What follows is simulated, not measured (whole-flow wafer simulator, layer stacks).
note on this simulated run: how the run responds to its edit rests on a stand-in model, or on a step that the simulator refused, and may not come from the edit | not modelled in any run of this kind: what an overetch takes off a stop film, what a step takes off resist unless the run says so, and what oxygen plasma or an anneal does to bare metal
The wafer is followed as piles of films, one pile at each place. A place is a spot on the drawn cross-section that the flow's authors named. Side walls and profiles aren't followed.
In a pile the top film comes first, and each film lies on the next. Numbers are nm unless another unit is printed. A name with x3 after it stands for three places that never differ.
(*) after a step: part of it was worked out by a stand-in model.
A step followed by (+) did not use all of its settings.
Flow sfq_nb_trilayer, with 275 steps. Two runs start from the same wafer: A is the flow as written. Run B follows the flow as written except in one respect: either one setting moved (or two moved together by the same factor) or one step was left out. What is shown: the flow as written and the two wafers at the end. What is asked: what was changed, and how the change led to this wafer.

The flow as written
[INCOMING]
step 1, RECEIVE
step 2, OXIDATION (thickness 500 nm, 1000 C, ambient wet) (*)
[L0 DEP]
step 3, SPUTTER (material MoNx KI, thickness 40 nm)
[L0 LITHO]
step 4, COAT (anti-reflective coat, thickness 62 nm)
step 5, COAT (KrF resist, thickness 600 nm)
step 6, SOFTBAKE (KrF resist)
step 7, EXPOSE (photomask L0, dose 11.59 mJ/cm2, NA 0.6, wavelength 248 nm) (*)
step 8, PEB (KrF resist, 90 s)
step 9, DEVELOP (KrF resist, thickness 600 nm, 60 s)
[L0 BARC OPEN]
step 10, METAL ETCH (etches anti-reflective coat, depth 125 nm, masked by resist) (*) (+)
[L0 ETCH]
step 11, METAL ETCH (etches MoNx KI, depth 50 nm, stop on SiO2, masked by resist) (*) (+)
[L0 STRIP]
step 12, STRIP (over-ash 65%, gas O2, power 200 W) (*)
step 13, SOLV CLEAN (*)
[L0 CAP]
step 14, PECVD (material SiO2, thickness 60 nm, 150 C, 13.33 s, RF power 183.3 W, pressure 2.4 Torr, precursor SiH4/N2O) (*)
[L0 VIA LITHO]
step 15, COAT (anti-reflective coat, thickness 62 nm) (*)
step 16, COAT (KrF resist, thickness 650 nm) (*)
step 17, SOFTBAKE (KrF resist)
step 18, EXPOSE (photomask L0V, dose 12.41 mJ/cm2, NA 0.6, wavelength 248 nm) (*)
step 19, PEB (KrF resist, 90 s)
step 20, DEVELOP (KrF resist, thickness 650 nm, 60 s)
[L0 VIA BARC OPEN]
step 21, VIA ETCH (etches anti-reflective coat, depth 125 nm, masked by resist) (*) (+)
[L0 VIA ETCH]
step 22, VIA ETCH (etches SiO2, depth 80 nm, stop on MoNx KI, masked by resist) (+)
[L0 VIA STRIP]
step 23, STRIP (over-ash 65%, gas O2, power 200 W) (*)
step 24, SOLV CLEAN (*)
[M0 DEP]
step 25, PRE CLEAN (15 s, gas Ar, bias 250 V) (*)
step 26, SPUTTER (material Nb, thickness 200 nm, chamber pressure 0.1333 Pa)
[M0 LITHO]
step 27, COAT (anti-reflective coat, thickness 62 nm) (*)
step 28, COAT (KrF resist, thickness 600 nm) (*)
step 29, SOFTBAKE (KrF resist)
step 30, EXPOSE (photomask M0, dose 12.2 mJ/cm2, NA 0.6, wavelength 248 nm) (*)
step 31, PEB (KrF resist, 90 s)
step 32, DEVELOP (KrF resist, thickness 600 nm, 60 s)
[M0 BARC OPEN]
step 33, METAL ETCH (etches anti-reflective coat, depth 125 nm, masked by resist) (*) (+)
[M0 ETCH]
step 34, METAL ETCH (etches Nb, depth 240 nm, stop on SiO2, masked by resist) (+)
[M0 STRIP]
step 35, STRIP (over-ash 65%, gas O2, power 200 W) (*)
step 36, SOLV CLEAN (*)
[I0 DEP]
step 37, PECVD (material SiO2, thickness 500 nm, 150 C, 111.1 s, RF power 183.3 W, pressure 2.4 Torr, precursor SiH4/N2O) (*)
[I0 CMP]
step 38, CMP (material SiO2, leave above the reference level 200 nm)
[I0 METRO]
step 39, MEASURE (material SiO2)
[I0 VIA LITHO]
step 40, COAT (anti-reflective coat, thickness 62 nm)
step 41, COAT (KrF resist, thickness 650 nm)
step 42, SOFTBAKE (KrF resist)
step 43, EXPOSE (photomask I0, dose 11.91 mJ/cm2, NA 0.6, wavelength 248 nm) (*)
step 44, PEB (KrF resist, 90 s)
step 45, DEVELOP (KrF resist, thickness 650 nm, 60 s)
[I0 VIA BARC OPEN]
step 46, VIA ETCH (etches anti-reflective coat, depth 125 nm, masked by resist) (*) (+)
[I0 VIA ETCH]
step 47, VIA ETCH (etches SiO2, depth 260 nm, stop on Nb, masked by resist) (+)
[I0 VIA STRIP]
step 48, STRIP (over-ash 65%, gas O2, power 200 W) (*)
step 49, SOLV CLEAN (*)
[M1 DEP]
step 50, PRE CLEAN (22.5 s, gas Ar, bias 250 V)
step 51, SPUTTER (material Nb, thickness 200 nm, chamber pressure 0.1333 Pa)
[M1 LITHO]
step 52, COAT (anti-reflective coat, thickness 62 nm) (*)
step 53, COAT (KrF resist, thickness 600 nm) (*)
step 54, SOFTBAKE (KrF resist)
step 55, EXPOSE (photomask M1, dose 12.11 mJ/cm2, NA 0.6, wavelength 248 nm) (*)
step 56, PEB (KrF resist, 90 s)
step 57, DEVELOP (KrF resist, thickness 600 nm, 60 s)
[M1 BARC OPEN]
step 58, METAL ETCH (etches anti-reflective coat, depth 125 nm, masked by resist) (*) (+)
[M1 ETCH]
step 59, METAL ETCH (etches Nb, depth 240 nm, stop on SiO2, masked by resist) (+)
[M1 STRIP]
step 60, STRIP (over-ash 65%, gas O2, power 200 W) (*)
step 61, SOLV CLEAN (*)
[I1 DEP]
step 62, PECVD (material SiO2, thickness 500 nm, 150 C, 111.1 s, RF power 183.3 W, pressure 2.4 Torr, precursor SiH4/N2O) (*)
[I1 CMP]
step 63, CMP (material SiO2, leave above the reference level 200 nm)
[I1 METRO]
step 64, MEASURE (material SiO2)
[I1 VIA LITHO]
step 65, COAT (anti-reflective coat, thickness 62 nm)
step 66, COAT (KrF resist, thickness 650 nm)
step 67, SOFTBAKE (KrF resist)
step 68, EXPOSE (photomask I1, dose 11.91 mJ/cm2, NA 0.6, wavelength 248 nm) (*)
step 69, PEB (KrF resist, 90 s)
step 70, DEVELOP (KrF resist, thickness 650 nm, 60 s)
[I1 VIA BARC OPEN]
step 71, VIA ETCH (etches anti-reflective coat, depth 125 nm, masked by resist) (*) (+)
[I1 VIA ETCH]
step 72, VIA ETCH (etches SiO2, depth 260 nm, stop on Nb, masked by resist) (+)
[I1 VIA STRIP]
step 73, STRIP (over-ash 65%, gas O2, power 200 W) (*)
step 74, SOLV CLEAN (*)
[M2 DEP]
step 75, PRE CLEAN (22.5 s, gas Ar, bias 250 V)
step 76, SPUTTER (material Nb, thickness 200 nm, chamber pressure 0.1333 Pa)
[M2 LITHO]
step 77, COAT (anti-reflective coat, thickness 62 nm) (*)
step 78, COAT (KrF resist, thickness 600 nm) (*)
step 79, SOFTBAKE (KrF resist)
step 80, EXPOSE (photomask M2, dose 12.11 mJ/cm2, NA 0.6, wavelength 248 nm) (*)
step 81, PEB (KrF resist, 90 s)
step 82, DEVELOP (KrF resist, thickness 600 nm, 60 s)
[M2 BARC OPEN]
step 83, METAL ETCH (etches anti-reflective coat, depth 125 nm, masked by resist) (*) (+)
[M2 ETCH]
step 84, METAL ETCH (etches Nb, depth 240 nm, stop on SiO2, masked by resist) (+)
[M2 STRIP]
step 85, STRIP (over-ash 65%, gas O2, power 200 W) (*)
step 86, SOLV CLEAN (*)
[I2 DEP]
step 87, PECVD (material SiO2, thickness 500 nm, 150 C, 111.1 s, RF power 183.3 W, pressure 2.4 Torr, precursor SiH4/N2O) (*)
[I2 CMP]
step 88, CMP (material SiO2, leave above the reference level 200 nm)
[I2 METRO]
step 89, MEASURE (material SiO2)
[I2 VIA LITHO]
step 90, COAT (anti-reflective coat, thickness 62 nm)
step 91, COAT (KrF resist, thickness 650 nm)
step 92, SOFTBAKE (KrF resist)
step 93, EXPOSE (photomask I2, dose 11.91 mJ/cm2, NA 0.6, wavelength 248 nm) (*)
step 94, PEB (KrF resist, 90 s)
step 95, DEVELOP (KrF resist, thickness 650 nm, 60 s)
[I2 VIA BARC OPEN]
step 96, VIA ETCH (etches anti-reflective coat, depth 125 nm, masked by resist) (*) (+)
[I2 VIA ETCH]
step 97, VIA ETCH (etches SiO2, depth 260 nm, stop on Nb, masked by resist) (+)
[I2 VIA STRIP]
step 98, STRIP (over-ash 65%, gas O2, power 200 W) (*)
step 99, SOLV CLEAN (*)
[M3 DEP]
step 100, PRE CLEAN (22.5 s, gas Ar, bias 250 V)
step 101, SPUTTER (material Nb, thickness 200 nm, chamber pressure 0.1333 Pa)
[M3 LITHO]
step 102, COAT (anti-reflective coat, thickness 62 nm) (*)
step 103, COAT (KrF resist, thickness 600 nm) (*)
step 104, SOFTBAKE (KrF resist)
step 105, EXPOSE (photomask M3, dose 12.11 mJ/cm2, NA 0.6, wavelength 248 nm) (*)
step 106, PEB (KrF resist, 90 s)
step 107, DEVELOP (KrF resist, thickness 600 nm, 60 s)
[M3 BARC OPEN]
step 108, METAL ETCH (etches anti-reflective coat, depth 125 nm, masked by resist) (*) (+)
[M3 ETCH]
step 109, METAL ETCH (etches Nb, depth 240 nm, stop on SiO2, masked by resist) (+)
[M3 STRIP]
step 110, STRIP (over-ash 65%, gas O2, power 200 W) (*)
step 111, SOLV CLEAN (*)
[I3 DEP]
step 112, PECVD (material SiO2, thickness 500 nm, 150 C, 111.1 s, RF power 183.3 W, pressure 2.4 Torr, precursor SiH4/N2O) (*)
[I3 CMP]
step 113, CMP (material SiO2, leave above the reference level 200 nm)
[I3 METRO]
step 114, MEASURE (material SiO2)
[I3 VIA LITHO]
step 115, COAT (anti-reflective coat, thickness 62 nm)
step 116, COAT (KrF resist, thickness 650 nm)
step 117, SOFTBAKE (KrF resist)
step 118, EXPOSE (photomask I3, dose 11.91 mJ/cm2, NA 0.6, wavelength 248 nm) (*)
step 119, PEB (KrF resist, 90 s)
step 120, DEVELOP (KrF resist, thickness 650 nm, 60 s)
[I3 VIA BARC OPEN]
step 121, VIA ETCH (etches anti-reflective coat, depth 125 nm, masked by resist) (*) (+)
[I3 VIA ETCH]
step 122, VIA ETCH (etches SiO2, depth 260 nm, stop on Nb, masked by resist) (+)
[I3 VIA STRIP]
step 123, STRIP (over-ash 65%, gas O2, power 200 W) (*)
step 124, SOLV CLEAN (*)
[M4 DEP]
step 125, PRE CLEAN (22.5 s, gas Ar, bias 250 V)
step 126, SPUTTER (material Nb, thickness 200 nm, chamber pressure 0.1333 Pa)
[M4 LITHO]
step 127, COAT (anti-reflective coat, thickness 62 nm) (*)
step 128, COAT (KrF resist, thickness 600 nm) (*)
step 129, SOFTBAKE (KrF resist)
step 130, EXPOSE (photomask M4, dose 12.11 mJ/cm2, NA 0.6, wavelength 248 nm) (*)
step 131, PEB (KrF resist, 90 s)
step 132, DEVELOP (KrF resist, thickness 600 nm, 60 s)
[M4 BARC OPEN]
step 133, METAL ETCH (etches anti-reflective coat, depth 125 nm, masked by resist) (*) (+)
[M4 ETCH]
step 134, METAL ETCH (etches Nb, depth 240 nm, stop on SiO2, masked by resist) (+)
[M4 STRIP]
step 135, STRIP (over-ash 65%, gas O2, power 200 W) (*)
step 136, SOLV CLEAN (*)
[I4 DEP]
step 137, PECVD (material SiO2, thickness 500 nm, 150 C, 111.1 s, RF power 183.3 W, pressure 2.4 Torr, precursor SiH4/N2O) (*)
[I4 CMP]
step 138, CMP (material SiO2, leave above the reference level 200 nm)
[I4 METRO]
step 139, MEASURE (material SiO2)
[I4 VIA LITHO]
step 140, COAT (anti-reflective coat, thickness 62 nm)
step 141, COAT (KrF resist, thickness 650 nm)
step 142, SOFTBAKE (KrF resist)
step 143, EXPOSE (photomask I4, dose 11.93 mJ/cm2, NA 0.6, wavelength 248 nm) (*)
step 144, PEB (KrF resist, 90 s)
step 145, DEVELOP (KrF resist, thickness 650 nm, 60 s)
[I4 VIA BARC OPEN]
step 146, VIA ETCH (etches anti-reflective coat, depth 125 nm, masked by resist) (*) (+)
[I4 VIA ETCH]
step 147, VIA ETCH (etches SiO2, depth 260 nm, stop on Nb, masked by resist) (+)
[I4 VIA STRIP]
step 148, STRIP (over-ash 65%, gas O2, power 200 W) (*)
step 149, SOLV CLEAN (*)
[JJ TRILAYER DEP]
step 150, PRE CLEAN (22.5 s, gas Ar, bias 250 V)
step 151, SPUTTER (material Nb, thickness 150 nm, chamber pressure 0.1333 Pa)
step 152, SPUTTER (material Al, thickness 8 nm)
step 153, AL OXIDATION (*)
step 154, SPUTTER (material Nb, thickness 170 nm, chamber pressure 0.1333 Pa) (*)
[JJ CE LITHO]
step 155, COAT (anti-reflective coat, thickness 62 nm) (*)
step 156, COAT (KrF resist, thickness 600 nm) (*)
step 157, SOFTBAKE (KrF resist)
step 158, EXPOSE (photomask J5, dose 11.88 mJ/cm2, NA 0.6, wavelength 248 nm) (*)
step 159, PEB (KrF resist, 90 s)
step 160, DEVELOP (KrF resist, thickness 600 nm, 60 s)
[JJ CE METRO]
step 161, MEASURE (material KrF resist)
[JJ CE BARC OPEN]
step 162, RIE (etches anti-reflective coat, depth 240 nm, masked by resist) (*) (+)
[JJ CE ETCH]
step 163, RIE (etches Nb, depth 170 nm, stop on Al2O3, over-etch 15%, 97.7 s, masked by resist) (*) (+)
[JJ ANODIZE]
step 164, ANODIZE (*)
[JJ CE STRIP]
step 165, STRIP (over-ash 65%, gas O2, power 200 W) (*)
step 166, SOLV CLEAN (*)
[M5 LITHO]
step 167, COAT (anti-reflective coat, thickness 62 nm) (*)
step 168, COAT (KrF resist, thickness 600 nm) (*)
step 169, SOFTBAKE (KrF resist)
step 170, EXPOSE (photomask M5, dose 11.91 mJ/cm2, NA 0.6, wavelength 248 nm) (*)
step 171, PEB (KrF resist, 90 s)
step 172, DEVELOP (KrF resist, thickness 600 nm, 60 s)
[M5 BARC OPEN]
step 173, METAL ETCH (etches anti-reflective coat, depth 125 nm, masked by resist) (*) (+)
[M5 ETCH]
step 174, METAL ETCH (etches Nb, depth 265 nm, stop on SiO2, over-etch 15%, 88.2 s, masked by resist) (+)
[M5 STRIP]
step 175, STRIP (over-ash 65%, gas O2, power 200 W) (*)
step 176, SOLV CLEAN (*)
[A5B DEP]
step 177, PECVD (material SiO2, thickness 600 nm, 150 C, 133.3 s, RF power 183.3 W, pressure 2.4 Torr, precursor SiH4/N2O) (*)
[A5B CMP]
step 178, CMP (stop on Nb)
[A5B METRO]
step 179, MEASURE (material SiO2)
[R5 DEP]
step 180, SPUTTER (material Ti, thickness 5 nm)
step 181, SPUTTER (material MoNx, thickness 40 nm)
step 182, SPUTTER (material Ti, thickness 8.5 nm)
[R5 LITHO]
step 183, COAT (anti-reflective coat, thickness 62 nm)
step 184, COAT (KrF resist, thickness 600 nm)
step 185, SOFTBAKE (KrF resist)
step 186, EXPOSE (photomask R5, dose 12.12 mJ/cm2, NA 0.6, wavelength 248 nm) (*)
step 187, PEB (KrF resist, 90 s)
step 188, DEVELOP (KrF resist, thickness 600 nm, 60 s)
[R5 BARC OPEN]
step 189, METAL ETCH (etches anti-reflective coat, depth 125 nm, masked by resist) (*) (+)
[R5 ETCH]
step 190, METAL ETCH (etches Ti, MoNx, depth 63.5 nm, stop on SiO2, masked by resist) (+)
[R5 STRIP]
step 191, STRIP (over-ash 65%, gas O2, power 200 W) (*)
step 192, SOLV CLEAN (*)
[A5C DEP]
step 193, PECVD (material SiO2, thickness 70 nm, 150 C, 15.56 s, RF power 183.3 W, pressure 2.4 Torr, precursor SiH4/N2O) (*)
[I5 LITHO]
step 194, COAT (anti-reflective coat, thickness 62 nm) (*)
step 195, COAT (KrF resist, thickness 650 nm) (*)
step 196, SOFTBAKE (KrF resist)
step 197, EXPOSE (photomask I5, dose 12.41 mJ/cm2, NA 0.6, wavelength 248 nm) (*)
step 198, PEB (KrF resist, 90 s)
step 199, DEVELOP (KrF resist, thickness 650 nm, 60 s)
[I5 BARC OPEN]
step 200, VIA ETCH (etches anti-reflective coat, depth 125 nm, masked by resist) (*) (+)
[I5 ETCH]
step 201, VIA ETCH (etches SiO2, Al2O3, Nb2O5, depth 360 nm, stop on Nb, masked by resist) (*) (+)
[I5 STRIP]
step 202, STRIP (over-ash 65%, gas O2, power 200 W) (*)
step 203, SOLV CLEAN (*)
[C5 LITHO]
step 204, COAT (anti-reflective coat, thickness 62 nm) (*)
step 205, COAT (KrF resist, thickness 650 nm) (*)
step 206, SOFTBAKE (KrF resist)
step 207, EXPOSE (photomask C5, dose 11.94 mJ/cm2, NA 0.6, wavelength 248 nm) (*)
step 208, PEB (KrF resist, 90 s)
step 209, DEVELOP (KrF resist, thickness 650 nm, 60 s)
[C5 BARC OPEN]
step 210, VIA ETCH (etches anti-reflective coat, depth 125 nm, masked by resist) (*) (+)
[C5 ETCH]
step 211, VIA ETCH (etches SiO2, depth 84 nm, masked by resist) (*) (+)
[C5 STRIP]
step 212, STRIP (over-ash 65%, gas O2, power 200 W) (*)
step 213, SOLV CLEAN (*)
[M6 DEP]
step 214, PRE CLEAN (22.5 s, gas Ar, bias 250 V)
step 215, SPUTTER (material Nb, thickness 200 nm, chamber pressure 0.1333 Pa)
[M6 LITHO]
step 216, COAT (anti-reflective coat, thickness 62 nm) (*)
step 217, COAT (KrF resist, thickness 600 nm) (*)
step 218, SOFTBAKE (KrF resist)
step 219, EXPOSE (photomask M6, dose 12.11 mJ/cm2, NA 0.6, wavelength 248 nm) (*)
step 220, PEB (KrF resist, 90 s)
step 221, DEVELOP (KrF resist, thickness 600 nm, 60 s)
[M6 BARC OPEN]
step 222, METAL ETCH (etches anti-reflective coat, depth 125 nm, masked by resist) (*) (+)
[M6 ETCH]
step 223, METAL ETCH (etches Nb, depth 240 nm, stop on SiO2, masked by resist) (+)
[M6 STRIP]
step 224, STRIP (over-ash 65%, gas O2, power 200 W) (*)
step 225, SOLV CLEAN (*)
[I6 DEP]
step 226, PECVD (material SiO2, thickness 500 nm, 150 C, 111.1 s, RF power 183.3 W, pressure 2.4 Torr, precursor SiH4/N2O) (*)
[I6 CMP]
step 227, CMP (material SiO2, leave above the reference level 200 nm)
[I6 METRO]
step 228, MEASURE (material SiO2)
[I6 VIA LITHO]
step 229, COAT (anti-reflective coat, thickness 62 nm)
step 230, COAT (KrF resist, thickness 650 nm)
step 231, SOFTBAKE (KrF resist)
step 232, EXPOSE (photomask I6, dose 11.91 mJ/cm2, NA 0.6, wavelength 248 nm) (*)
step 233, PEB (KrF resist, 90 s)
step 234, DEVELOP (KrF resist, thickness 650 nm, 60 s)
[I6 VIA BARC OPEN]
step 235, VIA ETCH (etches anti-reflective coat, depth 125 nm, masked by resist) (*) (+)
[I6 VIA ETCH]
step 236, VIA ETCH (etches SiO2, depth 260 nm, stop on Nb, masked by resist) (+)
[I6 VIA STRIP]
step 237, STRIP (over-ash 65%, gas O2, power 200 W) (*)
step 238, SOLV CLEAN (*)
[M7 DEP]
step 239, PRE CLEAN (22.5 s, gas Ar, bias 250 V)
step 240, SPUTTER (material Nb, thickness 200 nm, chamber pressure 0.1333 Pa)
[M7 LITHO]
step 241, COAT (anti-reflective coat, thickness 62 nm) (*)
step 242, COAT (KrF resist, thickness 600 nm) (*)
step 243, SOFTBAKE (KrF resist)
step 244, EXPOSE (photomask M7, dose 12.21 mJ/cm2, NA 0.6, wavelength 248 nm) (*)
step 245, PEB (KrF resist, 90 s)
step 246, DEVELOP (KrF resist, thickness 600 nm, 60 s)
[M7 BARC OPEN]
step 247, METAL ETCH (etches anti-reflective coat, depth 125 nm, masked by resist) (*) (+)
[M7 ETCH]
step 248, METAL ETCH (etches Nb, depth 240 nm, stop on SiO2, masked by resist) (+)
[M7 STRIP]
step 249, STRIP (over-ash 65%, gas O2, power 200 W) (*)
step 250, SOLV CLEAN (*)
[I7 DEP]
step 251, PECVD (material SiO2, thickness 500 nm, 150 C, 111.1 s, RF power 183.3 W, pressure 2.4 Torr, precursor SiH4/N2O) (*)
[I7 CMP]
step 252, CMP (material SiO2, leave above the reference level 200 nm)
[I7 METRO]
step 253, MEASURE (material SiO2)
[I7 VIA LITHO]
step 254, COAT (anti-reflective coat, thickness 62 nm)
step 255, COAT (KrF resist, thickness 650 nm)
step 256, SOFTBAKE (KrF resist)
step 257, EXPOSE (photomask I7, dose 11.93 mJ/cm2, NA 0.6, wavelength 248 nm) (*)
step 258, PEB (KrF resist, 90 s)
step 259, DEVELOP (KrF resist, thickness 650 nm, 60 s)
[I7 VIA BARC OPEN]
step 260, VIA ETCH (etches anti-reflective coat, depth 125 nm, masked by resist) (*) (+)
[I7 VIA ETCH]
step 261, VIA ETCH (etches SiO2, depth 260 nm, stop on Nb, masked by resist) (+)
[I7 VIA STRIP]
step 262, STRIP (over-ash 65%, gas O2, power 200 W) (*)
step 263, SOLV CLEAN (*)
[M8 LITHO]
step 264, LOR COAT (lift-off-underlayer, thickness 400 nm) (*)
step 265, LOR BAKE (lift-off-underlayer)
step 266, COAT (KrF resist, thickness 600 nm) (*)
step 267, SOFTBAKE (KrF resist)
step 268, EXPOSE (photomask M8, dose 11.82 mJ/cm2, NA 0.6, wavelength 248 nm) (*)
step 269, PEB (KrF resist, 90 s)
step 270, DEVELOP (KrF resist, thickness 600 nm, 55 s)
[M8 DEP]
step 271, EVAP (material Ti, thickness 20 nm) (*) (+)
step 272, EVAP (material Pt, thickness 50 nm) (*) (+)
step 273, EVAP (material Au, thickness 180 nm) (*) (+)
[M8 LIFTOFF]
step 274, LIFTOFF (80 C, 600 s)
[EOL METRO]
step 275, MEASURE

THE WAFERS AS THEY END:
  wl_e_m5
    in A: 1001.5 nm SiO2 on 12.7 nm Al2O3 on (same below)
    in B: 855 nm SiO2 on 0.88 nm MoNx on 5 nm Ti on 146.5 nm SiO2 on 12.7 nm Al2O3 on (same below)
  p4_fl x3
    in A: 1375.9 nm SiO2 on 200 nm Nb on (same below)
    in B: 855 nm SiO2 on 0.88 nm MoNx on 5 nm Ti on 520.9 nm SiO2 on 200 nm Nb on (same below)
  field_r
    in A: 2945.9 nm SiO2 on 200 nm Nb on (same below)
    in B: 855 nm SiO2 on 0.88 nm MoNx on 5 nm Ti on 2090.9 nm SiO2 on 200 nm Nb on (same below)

What caused this: step 190, METAL ETCH: depth 47.62 nm was run, whereas the flow has depth 63.5 nm.

The path from the change to this, step by step:
  step 190, METAL ETCH (etches Ti, MoNx, depth 63.5 nm, stop on SiO2, masked by resist) (+)
      field_l, v_sur, via_wl and 92 more: A -8.5 Ti (all of it), -40 MoNx (all of it), -5 Ti (all of it) | B -8.5 Ti (all of it), -39.1 MoNx
      ce_l, c5j, ce_r, wl_jj: A -8.5 Ti (all of it), -40 MoNx (all of it), -5 Ti (all of it), -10 Nb | B -8.5 Ti (all of it), -39.1 MoNx
      (and at 7 other places as well)
  step 193, PECVD (material SiO2, thickness 70 nm, 150 C, 15.56 s, RF power 183.3 W, pressure 2.4 Torr, precursor SiH4/N2O) (*)
      field_l, v_sur, via_wl and 92 more: A +70 SiO2 | B +70 SiO2 (new film)
  step 194, COAT (anti-reflective coat, thickness 62 nm) (*)
      wl_j_sl, wl_j_sr: A +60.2 anti-reflective coat (new film) | B +62 anti-reflective coat (new film)
      r5r_spacepad_l, r5r_spacepad_r: A +84.4 anti-reflective coat (new film) | B +81.9 anti-reflective coat (new film)
      (and at 8 other places as well)
  step 201, VIA ETCH (etches SiO2, Al2O3, Nb2O5, depth 360 nm, stop on Nb, masked by resist) (*) (+)
      be: A -216.4 SiO2 (all of it), -12.7 Al2O3 (all of it), -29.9 Nb2O5 (all of it) | B -69.8 SiO2 (all of it), -0.88 MoNx (all of it), -5 Ti (all of it), -146.5 SiO2 (all of it), -12.7 Al2O3 (all of it), -29.9 Nb2O5 (all of it)
  step 202, STRIP (over-ash 65%, gas O2, power 200 W) (*)
      wl_j_sl, wl_j_sr: A -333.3 KrF resist (all of it), -60.2 anti-reflective coat (all of it) | B -333.1 KrF resist (all of it), -62 anti-reflective coat (all of it)
      r5r_spacepad_l, r5r_spacepad_r: A -335.6 KrF resist (all of it), -84.4 anti-reflective coat (all of it) | B -335.3 KrF resist (all of it), -81.9 anti-reflective coat (all of it)
      (and at 8 other places as well)
  step 204, COAT (anti-reflective coat, thickness 62 nm) (*)
      wl_j_sl, wl_j_sr: A +60.2 anti-reflective coat (new film) | B +62 anti-reflective coat (new film)
      r5r_spacepad_l, r5r_spacepad_r: A +84.4 anti-reflective coat (new film) | B +81.9 anti-reflective coat (new film)
      (and at 8 other places as well)
  step 210, VIA ETCH (etches anti-reflective coat, depth 125 nm, masked by resist) (*) (+)
      c5j: A -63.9 anti-reflective coat (all of it), -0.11 SiO2 | B -61.3 anti-reflective coat (all of it), -0.12 SiO2
  step 211, VIA ETCH (etches SiO2, depth 84 nm, masked by resist) (*) (+)
      c5j: A -69.9 SiO2 (all of it), -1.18 Nb | B -69.9 SiO2 (all of it)
  step 212, STRIP (over-ash 65%, gas O2, power 200 W) (*)
      wl_j_sl, wl_j_sr: A -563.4 KrF resist (all of it), -60.2 anti-reflective coat (all of it) | B -562.8 KrF resist (all of it), -62 anti-reflective coat (all of it)
      r5r_spacepad_l, r5r_spacepad_r: A -565.8 KrF resist (all of it), -84.4 anti-reflective coat (all of it) | B -565 KrF resist (all of it), -81.9 anti-reflective coat (all of it)
      (and at 7 other places as well)
  step 214, PRE CLEAN (22.5 s, gas Ar, bias 250 V)
      c5j: A -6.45 Nb | B -0.88 MoNx (all of it), -5 Ti (all of it)
  step 216, COAT (anti-reflective coat, thickness 62 nm) (*)
      wl_j_sl, wl_j_sr: A +60.2 anti-reflective coat (new film) | B +62 anti-reflective coat (new film)
      r5r_spacepad_l, r5r_spacepad_r: A +85.7 anti-reflective coat (new film) | B +82.8 anti-reflective coat (new film)
      (and at 7 other places as well)
  step 222, METAL ETCH (etches anti-reflective coat, depth 125 nm, masked by resist) (*) (+)
      r5r_spacepad_l, r5r_spacepad_r: A -85.7 anti-reflective coat (all of it) | B -82.8 anti-reflective coat (all of it)
  step 224, STRIP (over-ash 65%, gas O2, power 200 W) (*)
      wl_j_sl, wl_j_sr: A -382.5 KrF resist (all of it), -60.2 anti-reflective coat (all of it) | B -382.4 KrF resist (all of it), -62 anti-reflective coat (all of it)
      jj_sur: A -378.5 KrF resist (all of it), -56.1 anti-reflective coat (all of it) | B -377.2 KrF resist (all of it), -58.9 anti-reflective coat (all of it)
      (and at 6 other places as well)
  step 227, CMP (material SiO2, leave above the reference level 200 nm)
      ce_l, ce_r, wl_jj: A -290 SiO2 | B -300 SiO2
      r5r_line_l, r5r_line_c, r5r_line_r: A -153.5 SiO2 | B -147.6 SiO2
      (and at 4 other places as well)
With metal films that touch counted as one body, wl_e_m5 has 7 bodies (between them, from the top down: SiO2 146.5 / Al2O3 12.7 / Nb2O5 29.9; SiO2 192.5; SiO2 192.5; SiO2 192.5; SiO2 192.5; SiO2 192.5); the flow as written gives 6 bodies (between them, from the top down: SiO2 192.5; SiO2 192.5; SiO2 192.5; SiO2 192.5; SiO2 192.5).
With metal films that touch counted as one body, p4_fl x3 has 3 bodies (between them, from the top down: SiO2 520.9; SiO2 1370); the flow as written gives 2 bodies (between them, from the top down: SiO2 1370).
With metal films that touch counted as one body, field_r has 2 bodies (between them, from the top down: SiO2 2090.9); the flow as written gives 1 body.
